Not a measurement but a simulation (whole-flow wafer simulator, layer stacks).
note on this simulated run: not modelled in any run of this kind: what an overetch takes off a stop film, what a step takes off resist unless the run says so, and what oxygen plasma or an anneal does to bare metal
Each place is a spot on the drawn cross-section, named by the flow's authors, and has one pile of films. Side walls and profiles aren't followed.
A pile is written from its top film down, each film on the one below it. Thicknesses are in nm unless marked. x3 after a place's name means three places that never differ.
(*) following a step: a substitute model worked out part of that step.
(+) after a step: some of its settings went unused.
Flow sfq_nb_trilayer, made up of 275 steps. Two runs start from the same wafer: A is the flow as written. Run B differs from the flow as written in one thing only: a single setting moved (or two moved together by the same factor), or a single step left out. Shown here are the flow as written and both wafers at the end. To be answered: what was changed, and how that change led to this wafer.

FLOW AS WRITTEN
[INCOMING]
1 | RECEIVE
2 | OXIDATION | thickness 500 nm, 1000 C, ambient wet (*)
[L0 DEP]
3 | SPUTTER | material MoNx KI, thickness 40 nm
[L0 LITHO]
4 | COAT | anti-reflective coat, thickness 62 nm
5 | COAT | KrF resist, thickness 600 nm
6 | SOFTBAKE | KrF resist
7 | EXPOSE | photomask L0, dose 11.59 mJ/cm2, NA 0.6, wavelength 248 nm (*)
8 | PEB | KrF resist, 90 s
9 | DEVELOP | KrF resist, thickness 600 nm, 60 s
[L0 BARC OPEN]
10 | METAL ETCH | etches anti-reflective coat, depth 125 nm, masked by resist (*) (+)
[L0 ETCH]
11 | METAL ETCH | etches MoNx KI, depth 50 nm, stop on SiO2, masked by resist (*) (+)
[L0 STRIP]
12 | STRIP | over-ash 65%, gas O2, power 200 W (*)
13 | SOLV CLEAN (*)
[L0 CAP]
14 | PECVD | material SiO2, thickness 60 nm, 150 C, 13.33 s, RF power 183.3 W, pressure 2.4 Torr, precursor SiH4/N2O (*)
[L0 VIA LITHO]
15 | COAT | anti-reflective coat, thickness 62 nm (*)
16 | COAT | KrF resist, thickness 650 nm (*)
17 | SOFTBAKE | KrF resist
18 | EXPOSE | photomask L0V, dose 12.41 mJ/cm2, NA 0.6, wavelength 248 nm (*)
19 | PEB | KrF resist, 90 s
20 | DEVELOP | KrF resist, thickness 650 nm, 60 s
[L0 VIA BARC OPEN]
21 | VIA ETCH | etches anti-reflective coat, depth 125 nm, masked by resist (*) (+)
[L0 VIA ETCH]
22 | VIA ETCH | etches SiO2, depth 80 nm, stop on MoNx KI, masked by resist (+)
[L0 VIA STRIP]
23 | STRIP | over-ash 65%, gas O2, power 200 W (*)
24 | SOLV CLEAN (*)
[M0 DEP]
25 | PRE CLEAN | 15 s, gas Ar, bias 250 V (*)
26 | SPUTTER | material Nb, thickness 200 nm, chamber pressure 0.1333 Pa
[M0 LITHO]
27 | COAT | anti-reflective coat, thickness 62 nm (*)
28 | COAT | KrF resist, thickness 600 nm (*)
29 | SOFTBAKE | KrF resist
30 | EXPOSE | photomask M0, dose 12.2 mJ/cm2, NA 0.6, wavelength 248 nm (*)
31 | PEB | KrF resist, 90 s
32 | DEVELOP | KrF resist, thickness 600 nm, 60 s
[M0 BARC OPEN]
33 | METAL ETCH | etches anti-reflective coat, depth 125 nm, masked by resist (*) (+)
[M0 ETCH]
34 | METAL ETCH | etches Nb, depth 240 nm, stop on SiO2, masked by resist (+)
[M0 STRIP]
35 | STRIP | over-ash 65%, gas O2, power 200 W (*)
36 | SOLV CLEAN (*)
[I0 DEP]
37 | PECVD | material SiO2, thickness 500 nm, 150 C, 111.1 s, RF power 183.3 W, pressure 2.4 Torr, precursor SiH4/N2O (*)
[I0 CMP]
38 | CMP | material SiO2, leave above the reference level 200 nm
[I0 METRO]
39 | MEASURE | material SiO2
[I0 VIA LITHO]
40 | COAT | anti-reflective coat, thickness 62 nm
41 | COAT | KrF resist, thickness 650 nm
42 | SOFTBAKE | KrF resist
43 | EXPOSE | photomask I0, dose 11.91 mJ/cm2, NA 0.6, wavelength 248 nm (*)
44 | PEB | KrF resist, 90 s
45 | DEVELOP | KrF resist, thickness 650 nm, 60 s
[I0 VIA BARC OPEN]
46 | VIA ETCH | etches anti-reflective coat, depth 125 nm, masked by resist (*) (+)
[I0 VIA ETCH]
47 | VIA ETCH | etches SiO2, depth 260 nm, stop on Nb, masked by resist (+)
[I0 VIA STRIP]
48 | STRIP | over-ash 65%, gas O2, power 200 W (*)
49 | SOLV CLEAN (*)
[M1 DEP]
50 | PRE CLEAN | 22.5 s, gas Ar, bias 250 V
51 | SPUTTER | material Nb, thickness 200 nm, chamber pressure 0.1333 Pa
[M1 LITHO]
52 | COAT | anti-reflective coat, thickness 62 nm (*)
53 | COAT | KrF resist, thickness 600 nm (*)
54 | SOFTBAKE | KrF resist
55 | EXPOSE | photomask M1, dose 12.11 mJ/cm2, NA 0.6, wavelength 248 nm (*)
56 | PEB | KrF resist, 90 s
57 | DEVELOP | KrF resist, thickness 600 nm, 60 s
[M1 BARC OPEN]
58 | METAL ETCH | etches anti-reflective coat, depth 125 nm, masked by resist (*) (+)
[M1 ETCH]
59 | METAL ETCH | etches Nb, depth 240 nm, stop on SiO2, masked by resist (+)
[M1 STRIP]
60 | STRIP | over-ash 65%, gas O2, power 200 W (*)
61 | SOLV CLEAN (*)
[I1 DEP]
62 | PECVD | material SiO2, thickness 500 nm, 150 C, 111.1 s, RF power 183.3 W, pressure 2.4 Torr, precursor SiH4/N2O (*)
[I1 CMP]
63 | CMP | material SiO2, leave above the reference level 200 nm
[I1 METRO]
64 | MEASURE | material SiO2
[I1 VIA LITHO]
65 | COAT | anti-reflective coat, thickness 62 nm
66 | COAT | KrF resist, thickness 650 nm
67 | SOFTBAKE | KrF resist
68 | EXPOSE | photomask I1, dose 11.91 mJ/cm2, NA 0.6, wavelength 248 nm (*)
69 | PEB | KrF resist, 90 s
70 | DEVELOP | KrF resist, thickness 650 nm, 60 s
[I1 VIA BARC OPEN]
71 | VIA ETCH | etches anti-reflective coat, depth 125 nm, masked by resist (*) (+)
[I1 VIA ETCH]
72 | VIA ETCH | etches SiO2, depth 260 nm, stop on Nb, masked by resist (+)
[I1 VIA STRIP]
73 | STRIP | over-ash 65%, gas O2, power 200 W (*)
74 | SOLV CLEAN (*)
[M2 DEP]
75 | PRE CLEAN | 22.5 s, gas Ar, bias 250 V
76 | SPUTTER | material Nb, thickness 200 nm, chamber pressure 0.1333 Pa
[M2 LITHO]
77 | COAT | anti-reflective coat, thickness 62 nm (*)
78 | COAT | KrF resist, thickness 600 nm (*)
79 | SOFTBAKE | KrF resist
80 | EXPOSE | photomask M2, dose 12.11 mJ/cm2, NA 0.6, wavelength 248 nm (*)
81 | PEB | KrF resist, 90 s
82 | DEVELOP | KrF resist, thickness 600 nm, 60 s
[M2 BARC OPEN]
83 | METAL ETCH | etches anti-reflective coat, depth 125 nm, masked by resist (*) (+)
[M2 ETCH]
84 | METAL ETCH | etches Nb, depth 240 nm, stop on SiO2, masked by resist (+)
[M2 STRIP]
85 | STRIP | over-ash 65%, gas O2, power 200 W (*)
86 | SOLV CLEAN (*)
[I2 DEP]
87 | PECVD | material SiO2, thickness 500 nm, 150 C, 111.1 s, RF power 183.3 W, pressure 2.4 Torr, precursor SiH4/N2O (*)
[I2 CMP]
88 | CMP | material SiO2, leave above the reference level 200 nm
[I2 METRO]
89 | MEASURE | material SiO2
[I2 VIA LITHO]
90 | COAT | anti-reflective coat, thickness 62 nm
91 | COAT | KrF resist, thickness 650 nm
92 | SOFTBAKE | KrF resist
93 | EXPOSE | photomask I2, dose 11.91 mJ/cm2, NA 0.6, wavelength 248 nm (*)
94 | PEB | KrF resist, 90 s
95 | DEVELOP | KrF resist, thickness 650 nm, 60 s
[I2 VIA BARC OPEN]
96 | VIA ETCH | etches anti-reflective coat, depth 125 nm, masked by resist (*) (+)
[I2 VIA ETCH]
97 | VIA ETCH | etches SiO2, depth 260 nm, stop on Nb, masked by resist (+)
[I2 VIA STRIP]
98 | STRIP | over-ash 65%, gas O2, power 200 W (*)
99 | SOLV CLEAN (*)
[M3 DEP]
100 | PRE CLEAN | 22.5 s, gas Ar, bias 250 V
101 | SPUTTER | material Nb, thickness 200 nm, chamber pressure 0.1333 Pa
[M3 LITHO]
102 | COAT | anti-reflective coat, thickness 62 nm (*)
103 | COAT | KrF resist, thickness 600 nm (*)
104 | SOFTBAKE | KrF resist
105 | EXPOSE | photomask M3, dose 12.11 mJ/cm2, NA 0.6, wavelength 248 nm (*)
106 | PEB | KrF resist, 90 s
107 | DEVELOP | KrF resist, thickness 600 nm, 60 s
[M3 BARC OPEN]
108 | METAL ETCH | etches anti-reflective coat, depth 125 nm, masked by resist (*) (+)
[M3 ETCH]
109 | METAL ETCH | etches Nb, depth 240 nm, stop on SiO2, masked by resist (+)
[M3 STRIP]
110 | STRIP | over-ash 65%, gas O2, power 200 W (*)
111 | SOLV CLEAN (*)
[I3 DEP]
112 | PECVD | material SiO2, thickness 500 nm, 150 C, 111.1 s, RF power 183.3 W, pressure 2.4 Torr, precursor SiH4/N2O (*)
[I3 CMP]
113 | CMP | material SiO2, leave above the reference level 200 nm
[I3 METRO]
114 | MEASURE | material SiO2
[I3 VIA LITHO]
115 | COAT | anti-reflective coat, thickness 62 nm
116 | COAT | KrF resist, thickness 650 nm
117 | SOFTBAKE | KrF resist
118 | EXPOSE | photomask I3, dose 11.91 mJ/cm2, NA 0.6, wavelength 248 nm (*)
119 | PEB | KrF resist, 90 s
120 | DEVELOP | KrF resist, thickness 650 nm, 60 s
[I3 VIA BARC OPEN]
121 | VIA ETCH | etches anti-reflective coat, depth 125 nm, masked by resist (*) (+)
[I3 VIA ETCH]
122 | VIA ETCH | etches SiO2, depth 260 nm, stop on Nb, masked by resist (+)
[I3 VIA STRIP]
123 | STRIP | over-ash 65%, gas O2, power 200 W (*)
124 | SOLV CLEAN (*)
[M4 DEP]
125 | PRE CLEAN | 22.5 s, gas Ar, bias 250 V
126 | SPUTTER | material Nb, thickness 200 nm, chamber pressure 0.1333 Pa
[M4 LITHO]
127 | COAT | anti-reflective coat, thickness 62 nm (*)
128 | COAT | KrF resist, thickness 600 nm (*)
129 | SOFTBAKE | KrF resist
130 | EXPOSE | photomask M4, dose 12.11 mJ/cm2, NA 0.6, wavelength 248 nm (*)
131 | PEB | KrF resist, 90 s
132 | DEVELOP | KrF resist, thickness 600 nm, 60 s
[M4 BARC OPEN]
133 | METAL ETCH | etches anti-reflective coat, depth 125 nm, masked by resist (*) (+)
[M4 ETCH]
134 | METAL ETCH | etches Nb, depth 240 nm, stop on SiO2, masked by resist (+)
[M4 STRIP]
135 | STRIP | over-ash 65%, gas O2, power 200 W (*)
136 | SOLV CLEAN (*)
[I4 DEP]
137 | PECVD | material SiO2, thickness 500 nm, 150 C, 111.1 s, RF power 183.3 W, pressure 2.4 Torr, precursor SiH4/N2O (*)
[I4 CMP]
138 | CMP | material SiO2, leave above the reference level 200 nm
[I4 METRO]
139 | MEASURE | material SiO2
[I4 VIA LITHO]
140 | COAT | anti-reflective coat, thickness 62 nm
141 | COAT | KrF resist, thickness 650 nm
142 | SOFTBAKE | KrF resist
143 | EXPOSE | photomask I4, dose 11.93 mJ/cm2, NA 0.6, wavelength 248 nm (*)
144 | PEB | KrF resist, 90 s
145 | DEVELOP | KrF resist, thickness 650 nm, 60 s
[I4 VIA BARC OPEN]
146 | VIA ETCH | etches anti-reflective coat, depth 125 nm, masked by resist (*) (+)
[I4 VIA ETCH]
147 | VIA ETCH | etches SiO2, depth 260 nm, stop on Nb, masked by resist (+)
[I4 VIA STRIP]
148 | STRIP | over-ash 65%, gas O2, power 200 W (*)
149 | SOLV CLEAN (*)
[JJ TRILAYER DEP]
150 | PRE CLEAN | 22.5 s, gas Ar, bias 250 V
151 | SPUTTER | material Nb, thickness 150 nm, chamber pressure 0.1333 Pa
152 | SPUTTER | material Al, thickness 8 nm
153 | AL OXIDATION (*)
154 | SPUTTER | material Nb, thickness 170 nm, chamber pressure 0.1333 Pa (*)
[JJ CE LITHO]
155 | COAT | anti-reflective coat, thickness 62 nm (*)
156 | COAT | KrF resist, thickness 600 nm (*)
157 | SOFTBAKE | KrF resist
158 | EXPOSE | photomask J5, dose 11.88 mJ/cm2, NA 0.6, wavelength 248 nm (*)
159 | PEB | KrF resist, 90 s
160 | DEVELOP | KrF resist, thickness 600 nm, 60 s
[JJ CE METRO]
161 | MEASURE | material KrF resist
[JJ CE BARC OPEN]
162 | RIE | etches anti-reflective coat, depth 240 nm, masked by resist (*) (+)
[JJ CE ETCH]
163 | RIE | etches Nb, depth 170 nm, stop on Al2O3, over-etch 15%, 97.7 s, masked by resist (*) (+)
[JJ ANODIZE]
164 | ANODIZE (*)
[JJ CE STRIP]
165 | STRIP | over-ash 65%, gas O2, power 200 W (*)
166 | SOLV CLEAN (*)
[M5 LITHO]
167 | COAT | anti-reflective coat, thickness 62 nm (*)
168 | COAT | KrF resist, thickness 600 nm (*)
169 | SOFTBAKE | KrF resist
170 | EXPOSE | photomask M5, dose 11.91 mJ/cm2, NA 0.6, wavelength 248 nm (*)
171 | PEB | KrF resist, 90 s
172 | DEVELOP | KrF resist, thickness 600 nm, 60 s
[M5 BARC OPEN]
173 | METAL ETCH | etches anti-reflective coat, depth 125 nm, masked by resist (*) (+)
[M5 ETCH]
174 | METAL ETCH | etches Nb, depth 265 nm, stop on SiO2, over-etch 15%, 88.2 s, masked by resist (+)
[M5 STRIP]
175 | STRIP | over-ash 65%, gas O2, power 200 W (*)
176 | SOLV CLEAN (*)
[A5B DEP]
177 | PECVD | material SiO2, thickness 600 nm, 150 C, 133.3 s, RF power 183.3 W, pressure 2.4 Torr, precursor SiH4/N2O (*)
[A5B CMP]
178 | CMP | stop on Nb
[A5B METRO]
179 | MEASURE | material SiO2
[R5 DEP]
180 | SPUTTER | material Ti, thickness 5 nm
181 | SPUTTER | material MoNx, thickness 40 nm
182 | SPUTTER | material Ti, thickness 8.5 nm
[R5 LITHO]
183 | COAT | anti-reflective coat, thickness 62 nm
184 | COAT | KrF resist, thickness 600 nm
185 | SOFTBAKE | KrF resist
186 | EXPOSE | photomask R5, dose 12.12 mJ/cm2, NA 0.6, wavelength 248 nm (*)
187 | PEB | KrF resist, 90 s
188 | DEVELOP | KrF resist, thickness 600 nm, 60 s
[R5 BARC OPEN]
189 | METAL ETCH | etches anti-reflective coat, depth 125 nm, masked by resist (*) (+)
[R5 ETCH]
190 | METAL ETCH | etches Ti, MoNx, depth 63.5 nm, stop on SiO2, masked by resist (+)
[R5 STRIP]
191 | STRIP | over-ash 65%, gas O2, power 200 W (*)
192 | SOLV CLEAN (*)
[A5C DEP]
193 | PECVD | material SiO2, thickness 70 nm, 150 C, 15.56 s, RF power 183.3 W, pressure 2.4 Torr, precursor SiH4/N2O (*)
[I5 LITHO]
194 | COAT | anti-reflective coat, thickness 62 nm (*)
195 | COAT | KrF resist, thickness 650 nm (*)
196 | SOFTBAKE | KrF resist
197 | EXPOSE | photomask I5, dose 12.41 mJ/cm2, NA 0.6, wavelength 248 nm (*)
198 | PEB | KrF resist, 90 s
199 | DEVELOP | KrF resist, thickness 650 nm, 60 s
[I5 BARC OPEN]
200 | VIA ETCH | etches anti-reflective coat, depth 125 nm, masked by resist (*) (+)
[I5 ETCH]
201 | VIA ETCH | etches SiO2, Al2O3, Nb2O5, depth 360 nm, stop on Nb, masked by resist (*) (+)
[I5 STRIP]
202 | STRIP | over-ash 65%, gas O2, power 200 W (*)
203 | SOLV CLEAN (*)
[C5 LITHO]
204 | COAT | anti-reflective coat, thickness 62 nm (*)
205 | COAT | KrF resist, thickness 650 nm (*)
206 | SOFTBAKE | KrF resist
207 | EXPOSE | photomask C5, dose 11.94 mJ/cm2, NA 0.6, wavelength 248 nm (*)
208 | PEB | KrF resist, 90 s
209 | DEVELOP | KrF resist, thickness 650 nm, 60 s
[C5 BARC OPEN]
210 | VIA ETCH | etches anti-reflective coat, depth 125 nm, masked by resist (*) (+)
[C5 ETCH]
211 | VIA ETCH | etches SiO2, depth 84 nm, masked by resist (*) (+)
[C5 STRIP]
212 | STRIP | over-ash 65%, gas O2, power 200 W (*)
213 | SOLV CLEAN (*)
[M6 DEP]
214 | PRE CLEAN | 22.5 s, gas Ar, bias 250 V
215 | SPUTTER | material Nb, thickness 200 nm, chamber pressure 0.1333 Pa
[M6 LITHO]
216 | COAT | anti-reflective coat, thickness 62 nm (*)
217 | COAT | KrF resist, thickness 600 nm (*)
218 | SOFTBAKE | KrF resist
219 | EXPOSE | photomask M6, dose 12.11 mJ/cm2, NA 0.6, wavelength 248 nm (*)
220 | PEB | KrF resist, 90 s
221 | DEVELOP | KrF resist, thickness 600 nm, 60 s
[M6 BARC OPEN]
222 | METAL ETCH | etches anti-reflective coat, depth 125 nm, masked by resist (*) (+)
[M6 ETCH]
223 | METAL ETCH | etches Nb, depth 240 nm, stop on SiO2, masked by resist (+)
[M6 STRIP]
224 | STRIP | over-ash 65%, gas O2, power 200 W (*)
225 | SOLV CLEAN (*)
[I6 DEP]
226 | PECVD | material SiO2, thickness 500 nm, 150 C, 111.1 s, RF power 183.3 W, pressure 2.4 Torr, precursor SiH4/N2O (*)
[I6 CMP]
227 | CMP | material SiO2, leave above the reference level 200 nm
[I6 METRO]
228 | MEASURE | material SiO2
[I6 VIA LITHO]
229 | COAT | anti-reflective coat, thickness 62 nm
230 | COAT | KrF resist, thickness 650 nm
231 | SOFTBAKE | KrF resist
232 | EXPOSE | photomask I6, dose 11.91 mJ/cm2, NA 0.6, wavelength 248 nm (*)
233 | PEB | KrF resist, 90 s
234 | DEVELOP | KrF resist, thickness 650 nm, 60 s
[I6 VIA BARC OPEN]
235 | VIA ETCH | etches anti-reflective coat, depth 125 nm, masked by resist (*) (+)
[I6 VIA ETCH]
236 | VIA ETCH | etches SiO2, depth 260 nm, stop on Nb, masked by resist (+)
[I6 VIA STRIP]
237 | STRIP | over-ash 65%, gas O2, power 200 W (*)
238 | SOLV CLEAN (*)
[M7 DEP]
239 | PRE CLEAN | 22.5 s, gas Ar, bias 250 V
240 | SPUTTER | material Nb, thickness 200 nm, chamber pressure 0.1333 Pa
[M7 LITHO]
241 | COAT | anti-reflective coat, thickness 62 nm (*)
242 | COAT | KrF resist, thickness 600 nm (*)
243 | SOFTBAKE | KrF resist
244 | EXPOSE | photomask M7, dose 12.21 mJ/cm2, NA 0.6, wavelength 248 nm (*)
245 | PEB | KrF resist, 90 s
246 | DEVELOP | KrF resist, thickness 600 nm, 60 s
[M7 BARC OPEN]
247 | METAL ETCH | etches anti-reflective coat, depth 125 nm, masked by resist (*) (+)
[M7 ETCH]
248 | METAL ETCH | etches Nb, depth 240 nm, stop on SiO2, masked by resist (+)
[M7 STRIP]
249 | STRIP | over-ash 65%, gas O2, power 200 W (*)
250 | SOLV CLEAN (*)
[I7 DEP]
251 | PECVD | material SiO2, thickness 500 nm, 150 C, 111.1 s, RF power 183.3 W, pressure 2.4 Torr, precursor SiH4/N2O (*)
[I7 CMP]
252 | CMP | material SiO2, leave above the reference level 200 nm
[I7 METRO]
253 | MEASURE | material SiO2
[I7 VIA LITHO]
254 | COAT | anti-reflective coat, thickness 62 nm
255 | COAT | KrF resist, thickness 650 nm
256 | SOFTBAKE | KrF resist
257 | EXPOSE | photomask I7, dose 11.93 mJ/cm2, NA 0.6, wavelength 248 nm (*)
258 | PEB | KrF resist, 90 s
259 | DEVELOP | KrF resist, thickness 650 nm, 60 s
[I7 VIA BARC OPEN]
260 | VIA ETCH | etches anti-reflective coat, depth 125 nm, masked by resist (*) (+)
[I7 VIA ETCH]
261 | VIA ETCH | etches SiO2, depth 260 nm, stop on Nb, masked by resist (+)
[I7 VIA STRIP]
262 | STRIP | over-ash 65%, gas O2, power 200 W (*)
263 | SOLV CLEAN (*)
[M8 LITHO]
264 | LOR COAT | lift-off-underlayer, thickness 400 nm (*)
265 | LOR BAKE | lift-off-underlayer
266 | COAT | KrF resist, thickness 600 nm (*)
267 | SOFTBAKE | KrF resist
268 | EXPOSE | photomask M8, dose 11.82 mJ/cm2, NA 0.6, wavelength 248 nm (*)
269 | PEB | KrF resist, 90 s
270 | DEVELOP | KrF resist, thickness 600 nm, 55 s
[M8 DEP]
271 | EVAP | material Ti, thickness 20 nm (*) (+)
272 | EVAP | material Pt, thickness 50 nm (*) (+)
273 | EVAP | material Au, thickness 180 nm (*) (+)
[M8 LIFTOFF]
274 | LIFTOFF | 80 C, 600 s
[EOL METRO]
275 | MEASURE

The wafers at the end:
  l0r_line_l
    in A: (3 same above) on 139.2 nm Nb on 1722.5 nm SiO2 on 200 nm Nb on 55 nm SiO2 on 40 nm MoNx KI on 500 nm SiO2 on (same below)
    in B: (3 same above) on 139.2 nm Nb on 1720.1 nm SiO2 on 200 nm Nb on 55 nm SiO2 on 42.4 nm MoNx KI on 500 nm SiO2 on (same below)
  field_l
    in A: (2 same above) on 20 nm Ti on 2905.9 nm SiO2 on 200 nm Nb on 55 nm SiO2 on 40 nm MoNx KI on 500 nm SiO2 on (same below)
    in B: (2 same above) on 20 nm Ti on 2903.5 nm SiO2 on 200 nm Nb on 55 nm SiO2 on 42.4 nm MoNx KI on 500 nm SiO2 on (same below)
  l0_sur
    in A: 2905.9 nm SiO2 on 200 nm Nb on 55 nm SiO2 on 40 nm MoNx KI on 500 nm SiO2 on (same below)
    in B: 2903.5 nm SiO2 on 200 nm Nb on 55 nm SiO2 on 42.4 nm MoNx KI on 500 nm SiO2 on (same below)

Cause: step 3, SPUTTER: thickness 42.4 nm was run, whereas the flow has thickness 40 nm.
The wafer itself shows it: l0r_line_l has MoNx KI 42.4, and step 3 as written asks for 40 nm.

The path from the change to this, step by step:
  3 | SPUTTER | material MoNx KI, thickness 40 nm
      field_l, v_sur, via_wl and 103 more: A +40 MoNx KI (new film) | B +42.4 MoNx KI (new film)
  11 | METAL ETCH | etches MoNx KI, depth 50 nm, stop on SiO2, masked by resist (*) (+)
      v_sur, via_wl, via_w and 97 more: A -40 MoNx KI (all of it) | B -42.4 MoNx KI (all of it)
